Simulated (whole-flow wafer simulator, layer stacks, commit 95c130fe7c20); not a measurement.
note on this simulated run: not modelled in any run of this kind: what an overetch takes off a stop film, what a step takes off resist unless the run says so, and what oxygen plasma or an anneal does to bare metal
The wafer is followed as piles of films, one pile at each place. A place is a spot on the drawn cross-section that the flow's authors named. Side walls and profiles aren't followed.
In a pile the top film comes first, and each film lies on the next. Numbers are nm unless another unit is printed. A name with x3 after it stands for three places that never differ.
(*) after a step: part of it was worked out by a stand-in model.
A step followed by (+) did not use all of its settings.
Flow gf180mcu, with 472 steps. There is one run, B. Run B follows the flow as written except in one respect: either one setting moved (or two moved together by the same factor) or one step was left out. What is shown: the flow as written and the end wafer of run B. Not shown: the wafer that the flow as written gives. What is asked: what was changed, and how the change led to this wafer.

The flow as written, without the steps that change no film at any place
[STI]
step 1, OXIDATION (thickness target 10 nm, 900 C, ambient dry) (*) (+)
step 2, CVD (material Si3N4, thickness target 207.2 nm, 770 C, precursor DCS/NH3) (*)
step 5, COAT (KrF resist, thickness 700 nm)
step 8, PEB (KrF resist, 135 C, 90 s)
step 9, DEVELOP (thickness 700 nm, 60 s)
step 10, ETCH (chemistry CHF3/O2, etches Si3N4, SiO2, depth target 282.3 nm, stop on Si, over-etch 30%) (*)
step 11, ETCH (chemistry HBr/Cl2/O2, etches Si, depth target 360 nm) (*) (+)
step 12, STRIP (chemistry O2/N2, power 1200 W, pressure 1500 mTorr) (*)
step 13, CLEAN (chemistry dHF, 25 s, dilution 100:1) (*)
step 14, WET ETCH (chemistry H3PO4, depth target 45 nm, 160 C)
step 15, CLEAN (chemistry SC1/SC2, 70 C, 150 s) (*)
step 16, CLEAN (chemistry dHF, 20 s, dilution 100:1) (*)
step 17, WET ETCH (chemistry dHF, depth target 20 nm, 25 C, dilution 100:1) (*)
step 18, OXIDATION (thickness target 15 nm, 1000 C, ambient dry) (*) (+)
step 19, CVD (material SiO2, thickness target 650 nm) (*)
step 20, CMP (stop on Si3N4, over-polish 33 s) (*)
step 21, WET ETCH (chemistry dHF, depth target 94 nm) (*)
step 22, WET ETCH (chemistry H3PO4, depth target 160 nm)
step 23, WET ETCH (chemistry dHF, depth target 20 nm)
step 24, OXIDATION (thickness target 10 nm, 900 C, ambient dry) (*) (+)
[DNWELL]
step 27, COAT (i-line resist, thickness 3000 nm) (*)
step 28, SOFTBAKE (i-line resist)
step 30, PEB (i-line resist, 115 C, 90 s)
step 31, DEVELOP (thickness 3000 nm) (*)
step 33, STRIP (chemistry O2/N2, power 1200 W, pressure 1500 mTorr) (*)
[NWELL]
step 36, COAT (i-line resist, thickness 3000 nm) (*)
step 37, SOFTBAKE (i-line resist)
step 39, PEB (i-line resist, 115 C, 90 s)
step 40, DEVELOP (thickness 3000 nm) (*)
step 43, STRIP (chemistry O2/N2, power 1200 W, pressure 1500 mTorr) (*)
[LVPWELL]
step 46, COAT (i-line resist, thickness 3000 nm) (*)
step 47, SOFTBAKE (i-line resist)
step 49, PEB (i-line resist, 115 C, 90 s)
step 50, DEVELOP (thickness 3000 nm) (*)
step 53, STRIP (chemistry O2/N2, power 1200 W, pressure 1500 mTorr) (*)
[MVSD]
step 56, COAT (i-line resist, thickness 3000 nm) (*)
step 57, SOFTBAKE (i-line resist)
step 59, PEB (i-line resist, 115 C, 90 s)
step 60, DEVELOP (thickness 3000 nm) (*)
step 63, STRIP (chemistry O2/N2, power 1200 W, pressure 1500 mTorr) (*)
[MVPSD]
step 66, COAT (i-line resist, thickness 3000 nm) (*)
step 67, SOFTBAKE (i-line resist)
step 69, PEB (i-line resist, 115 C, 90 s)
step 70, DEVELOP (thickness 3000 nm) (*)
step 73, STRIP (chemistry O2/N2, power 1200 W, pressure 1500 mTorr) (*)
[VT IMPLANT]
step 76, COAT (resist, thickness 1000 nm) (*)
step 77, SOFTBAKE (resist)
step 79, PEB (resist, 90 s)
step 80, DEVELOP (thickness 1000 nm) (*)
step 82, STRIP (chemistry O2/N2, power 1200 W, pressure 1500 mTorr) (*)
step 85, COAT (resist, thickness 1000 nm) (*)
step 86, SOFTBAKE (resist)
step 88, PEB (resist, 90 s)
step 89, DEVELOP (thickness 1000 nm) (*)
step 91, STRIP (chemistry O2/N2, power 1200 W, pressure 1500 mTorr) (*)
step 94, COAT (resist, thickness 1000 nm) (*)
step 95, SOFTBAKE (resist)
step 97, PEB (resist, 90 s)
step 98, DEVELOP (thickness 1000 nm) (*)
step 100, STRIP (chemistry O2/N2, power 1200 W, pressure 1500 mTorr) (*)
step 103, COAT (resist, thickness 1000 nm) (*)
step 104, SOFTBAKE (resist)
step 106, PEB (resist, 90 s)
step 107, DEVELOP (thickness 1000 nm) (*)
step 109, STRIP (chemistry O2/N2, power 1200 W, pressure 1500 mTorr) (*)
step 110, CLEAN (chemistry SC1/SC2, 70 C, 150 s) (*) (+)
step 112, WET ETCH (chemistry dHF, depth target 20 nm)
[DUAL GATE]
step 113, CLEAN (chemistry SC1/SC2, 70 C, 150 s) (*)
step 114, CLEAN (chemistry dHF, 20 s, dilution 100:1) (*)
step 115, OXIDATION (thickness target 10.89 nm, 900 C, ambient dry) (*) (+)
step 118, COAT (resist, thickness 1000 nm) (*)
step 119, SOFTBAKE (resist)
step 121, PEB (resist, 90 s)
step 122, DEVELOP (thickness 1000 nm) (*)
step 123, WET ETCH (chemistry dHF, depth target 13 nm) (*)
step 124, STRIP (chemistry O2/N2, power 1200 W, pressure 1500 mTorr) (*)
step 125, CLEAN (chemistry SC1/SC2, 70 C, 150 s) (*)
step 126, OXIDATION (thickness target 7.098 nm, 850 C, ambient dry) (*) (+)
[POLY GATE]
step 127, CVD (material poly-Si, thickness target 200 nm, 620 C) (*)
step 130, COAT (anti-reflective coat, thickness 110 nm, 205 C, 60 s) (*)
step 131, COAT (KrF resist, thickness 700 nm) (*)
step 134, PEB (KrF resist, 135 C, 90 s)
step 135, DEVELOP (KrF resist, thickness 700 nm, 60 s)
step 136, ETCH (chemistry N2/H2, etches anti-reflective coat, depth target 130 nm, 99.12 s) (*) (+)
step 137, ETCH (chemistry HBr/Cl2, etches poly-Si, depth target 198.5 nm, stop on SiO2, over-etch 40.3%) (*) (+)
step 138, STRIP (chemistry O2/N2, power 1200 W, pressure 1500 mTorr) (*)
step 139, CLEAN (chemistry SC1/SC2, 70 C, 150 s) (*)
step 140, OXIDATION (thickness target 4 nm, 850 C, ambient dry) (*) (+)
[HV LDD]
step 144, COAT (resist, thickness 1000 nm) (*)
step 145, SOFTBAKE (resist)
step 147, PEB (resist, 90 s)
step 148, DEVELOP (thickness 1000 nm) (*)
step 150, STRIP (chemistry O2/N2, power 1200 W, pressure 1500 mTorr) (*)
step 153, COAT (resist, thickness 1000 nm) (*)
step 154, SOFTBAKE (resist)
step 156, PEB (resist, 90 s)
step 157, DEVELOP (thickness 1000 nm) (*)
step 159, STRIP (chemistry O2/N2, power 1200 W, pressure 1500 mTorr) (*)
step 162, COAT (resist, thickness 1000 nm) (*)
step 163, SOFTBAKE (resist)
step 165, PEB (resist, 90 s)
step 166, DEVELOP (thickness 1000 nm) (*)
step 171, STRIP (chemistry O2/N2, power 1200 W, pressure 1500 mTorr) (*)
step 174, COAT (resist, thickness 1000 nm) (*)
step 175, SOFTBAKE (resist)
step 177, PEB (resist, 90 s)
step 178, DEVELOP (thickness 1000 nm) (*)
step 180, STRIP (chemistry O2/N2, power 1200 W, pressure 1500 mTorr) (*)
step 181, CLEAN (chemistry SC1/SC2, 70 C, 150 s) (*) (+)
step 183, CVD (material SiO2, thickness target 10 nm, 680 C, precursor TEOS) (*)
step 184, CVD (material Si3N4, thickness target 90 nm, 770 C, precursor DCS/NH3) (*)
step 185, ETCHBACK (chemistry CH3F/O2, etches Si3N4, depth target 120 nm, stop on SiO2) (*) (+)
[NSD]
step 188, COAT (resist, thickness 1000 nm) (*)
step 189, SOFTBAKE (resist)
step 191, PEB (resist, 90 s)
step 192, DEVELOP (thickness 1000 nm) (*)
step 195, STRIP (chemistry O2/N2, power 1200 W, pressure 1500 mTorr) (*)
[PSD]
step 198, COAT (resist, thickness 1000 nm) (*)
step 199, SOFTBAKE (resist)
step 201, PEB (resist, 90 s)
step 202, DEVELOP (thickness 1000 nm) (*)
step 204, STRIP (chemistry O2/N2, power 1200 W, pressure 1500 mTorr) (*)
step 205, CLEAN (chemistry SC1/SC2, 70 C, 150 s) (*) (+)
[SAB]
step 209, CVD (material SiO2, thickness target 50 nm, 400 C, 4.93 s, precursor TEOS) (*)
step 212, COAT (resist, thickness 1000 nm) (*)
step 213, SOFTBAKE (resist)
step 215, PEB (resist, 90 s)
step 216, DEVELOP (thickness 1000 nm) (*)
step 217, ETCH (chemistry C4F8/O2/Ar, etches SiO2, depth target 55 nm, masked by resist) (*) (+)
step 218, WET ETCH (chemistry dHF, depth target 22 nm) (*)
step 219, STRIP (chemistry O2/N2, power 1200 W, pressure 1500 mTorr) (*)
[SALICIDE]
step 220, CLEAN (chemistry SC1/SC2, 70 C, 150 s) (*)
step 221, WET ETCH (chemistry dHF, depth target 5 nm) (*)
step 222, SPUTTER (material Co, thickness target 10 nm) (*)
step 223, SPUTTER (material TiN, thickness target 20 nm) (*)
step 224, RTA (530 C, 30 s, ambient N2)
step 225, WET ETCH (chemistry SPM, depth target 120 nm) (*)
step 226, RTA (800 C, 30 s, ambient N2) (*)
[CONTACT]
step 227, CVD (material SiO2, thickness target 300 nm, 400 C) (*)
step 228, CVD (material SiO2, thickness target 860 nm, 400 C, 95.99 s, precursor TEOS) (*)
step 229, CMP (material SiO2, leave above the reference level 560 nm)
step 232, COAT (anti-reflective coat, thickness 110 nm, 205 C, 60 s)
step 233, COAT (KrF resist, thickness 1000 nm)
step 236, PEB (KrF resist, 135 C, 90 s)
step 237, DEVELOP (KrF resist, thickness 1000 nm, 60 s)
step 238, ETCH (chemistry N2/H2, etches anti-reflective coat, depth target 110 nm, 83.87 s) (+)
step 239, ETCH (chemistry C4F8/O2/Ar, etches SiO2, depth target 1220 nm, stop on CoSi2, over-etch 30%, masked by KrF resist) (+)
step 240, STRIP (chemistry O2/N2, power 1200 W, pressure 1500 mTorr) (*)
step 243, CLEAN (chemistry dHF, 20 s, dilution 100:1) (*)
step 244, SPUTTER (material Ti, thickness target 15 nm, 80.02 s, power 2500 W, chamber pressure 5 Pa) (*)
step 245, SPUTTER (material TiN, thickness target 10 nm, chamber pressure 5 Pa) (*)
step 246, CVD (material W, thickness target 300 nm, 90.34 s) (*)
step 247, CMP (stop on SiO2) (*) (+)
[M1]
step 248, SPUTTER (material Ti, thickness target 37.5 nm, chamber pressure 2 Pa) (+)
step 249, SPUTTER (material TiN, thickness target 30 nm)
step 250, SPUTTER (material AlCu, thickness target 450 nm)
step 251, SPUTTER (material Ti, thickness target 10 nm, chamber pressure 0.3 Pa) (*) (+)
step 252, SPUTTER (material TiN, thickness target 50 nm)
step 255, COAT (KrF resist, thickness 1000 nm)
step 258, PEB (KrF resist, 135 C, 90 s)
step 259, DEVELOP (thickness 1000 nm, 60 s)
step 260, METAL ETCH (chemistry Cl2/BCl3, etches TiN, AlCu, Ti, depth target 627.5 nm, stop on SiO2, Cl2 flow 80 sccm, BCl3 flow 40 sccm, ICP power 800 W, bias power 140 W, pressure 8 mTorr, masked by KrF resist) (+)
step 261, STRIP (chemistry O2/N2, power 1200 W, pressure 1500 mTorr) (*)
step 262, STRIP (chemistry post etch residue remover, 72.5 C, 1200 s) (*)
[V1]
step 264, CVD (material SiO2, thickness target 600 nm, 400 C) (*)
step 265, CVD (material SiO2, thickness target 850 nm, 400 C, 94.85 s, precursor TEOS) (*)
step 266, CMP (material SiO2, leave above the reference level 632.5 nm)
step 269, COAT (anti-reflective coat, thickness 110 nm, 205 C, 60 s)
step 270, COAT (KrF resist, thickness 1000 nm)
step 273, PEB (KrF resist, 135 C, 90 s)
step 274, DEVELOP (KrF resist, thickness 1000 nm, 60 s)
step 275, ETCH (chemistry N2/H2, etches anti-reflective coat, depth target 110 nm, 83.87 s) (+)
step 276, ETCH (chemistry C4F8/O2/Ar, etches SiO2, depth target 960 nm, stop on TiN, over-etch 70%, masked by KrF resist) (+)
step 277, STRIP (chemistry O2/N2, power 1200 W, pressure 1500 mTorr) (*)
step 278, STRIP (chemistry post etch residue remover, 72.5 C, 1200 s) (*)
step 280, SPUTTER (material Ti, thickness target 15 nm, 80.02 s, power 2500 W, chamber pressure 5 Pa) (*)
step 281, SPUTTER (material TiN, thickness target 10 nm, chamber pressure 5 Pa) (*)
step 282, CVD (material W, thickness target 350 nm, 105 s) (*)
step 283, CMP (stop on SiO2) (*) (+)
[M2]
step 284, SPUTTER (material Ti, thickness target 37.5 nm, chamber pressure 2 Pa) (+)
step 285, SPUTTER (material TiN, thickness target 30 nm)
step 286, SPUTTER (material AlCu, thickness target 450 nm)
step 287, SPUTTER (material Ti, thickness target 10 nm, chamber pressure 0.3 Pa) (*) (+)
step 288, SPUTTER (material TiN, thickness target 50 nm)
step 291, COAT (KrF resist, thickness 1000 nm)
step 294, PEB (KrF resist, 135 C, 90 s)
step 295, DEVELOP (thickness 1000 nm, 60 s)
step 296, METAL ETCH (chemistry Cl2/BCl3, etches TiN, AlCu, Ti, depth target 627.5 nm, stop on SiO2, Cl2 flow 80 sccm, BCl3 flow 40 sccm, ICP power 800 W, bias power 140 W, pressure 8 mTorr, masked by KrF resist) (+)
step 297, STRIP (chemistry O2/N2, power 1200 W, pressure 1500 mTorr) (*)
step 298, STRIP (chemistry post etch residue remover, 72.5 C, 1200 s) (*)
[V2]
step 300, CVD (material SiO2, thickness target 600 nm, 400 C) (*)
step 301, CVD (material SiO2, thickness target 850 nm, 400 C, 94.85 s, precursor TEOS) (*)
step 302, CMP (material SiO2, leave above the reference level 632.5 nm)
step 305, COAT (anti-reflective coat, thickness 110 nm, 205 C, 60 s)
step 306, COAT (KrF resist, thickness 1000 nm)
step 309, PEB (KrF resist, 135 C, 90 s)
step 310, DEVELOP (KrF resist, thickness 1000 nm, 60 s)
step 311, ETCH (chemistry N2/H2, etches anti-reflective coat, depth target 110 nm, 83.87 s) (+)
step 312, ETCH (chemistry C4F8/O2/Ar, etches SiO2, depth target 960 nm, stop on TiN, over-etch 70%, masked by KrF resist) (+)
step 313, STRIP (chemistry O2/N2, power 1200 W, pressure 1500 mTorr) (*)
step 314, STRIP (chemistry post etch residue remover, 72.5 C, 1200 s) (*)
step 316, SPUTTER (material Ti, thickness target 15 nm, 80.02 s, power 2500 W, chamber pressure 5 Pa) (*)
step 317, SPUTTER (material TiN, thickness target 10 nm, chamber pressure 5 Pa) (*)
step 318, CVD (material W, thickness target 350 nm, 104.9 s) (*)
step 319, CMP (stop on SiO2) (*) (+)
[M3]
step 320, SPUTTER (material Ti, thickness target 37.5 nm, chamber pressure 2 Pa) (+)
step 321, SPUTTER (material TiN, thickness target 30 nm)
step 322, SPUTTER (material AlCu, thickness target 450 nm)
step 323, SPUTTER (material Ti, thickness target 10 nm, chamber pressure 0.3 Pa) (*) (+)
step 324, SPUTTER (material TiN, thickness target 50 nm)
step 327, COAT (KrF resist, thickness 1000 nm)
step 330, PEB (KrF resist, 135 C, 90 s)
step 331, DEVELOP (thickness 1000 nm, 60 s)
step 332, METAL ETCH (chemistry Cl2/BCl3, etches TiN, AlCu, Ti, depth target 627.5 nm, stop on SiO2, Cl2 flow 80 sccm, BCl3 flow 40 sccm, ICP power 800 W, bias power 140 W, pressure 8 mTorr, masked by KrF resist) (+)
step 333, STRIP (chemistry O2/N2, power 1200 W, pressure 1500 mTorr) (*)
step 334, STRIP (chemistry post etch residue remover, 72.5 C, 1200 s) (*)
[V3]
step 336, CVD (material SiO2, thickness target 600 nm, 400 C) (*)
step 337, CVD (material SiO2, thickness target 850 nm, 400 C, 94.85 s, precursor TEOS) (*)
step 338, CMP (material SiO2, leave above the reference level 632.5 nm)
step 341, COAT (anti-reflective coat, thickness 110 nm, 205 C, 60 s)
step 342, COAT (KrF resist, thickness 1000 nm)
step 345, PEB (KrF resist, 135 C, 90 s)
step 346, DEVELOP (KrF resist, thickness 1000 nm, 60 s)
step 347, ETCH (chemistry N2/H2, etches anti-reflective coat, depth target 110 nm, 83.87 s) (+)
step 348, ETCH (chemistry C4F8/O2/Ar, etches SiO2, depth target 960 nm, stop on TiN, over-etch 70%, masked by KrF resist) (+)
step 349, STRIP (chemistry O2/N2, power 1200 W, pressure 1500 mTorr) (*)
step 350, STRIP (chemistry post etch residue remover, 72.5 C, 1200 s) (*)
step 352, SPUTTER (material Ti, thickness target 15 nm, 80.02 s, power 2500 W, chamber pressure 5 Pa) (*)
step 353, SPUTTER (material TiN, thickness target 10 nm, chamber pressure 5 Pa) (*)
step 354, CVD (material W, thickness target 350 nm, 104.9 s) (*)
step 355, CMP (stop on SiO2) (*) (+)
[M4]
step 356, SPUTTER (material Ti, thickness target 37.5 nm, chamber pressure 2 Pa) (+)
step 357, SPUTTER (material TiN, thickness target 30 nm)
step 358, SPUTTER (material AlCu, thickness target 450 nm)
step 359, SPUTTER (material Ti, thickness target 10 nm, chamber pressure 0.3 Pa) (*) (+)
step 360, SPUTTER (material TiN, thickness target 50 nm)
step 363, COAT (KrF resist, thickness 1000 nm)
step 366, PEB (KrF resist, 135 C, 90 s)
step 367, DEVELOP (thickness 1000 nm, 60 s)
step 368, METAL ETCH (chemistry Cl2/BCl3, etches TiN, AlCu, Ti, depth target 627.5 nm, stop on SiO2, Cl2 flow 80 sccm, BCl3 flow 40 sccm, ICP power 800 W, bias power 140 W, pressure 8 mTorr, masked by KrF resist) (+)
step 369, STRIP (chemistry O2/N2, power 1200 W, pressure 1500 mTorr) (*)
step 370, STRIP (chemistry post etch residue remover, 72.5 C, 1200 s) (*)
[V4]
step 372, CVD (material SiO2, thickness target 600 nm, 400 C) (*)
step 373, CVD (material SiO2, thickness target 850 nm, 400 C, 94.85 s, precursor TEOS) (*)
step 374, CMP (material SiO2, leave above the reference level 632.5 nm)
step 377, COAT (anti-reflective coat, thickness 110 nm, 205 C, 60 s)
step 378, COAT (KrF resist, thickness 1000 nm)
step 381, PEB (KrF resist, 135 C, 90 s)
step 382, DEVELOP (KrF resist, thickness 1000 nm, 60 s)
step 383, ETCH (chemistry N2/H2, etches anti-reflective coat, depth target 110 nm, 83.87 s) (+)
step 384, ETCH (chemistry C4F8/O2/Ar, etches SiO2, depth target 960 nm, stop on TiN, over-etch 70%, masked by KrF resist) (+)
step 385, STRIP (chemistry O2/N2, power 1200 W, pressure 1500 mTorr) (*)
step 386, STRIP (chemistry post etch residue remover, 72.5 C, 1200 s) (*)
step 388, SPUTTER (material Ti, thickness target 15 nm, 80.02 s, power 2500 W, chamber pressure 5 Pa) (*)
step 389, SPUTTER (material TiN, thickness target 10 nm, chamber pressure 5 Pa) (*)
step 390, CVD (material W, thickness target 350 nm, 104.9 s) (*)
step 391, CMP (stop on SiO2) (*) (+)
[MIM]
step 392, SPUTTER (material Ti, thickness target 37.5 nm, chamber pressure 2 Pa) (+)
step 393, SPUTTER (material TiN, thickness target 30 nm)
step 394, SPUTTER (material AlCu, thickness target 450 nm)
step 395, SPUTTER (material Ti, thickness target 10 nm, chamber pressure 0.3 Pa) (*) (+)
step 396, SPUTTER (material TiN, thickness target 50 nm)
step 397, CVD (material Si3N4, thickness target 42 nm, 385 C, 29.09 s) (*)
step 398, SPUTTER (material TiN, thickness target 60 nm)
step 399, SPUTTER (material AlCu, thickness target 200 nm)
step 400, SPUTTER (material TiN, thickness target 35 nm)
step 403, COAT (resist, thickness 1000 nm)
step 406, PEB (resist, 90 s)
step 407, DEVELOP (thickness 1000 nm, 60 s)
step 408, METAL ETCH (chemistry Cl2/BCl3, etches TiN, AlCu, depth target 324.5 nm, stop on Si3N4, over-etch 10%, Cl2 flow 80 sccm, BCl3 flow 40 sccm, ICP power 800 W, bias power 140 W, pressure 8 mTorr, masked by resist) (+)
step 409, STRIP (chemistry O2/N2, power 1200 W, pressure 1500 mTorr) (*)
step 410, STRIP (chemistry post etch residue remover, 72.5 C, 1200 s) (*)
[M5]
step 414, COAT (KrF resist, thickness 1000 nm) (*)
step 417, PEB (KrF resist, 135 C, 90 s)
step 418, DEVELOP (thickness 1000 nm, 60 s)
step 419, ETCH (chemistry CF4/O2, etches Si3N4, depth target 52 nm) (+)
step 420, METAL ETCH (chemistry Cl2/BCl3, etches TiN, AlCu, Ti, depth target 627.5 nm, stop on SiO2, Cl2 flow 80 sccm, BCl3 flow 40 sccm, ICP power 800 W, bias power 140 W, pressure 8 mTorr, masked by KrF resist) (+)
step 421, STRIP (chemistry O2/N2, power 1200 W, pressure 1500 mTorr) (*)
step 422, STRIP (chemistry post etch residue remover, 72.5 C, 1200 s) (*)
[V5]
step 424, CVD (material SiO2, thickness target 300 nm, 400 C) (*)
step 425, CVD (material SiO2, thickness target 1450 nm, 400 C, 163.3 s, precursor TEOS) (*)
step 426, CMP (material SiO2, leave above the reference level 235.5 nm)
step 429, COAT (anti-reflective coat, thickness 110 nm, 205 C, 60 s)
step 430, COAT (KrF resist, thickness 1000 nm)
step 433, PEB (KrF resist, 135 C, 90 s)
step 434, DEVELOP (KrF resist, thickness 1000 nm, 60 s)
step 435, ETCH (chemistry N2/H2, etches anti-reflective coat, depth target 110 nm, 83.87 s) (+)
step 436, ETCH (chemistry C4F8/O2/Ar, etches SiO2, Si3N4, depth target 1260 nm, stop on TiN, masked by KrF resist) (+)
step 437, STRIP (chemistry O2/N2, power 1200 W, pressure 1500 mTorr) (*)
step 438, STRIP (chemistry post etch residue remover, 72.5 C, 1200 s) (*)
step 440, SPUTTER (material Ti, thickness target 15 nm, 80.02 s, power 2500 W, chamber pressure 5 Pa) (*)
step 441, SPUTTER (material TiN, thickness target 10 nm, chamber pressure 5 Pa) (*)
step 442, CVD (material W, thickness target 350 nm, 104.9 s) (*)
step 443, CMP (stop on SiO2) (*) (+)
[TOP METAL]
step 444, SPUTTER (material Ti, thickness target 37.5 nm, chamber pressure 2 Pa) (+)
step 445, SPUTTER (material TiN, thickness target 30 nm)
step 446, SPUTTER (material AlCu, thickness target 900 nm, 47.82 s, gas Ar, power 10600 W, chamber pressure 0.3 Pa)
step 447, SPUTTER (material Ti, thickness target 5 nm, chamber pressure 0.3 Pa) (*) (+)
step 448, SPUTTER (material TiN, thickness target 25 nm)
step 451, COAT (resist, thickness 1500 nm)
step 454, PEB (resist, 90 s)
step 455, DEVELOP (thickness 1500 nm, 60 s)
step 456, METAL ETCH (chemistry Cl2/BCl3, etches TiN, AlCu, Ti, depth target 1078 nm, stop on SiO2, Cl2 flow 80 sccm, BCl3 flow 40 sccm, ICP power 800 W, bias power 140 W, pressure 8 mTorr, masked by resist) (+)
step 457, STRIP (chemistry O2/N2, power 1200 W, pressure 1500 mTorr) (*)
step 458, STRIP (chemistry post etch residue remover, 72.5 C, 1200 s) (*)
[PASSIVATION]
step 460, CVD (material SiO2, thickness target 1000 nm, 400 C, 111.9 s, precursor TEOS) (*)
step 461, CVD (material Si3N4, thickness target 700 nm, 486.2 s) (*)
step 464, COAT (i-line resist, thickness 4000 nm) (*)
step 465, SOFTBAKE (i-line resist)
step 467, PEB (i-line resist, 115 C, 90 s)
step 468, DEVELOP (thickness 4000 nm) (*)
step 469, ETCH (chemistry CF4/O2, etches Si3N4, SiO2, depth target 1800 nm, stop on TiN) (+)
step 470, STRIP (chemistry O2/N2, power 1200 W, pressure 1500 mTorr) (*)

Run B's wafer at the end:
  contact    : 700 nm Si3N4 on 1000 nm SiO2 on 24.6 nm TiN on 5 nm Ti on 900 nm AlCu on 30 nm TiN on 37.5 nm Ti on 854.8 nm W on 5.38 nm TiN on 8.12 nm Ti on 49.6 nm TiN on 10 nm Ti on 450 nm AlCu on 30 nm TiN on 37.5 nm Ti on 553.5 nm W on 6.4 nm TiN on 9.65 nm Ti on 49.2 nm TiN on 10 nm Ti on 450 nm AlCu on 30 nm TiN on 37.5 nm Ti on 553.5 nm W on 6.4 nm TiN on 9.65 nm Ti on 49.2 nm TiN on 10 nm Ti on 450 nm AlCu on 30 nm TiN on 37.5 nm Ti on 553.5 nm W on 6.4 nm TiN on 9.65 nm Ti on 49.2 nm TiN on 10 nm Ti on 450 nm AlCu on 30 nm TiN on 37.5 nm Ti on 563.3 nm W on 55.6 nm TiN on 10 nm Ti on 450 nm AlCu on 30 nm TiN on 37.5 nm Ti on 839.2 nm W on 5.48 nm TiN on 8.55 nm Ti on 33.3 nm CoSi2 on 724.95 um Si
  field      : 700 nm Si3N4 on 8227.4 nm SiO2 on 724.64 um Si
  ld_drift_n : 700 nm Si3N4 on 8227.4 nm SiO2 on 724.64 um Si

What caused this: step 280, SPUTTER: material Ti, thickness target 15 nm, 80.02 s, power 2500 W, chamber pressure 5 Pa (*), was skipped.

How this came from the change, step by step:
  step 281, SPUTTER (material TiN, thickness target 10 nm, chamber pressure 5 Pa) (*)
      contact: TiN gains 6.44 (it would be, as written: TiN gains 6.4 (new film))
  step 283, CMP (stop on SiO2) (*) (+)
      field, field__w1, field__w2 and 107 more: W loses 350 (all of it), TiN loses 10 (all of it), SiO2 loses 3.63 (it would be, as written: W loses 350 (all of it), TiN loses 10 (all of it), Ti loses 15 (all of it), SiO2 loses 3.78)
      contact: W loses 363.6 (it would be, as written: W loses 378.8)
